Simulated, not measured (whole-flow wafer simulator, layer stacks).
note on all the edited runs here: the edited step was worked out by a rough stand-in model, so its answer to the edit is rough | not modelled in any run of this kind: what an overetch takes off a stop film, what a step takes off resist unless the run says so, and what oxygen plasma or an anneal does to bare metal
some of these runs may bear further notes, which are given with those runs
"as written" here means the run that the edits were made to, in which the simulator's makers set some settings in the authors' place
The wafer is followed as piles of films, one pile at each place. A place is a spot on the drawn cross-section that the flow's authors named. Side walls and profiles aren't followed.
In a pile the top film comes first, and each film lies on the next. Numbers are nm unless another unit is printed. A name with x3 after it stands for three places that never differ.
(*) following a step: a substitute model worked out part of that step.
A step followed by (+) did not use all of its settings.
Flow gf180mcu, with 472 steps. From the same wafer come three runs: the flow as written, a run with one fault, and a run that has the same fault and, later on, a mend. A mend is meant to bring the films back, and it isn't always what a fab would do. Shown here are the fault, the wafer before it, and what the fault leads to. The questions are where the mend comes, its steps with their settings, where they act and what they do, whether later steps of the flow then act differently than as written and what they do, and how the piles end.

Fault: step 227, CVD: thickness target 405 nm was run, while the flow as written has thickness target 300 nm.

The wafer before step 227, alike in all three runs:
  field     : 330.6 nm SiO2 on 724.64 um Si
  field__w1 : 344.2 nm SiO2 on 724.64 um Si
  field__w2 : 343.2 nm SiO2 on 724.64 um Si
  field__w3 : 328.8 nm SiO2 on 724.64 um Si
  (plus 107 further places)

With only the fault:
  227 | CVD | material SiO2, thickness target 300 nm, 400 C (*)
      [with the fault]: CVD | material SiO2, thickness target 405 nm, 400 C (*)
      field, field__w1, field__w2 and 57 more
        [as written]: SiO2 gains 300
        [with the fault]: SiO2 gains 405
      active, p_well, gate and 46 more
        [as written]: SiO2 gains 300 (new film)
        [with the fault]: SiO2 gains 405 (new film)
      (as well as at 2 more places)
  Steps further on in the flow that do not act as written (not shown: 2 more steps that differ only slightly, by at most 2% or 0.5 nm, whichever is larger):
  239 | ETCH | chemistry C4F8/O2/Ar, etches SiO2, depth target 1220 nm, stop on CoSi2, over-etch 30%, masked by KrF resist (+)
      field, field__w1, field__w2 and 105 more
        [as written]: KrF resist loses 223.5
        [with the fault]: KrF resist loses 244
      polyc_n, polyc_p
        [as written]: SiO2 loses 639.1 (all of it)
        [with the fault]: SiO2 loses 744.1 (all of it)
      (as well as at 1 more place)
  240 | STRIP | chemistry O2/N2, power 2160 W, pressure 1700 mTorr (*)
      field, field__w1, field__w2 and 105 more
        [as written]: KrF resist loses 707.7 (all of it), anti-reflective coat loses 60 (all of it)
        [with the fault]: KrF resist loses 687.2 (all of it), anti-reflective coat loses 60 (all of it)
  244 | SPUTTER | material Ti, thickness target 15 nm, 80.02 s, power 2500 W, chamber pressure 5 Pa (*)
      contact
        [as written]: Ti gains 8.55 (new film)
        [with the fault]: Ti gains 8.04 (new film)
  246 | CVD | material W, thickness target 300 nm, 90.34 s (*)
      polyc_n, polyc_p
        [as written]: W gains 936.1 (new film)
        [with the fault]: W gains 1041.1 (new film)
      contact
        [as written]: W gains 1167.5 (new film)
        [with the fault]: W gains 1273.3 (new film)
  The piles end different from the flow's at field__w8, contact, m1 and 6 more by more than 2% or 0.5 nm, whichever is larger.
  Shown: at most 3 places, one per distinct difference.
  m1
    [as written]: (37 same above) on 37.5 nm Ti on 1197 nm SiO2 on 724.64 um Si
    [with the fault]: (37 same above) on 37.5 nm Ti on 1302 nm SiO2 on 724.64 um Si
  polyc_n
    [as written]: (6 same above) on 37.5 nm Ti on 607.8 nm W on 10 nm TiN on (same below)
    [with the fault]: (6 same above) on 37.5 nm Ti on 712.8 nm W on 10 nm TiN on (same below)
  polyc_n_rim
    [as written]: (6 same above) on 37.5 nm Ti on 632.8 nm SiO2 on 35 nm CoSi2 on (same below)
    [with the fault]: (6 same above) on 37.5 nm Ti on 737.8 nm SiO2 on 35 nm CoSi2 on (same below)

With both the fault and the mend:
  After step 227 comes the mend.
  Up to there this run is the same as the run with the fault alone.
  227a | WET ETCH | chemistry dHF, depth target 105 nm, 25 C, dilution 100:1 (*) (a further turn of the flow's step 17, with different settings)
      field, field__w1, field__w2 and 108 more
        SiO2 loses 105
  None of the later steps of the flow differs from how it acts as written, at any place that is followed, by more than 2% or 0.5 nm, whichever is larger.
  At every place that both follow, the piles at the end match the flow's.
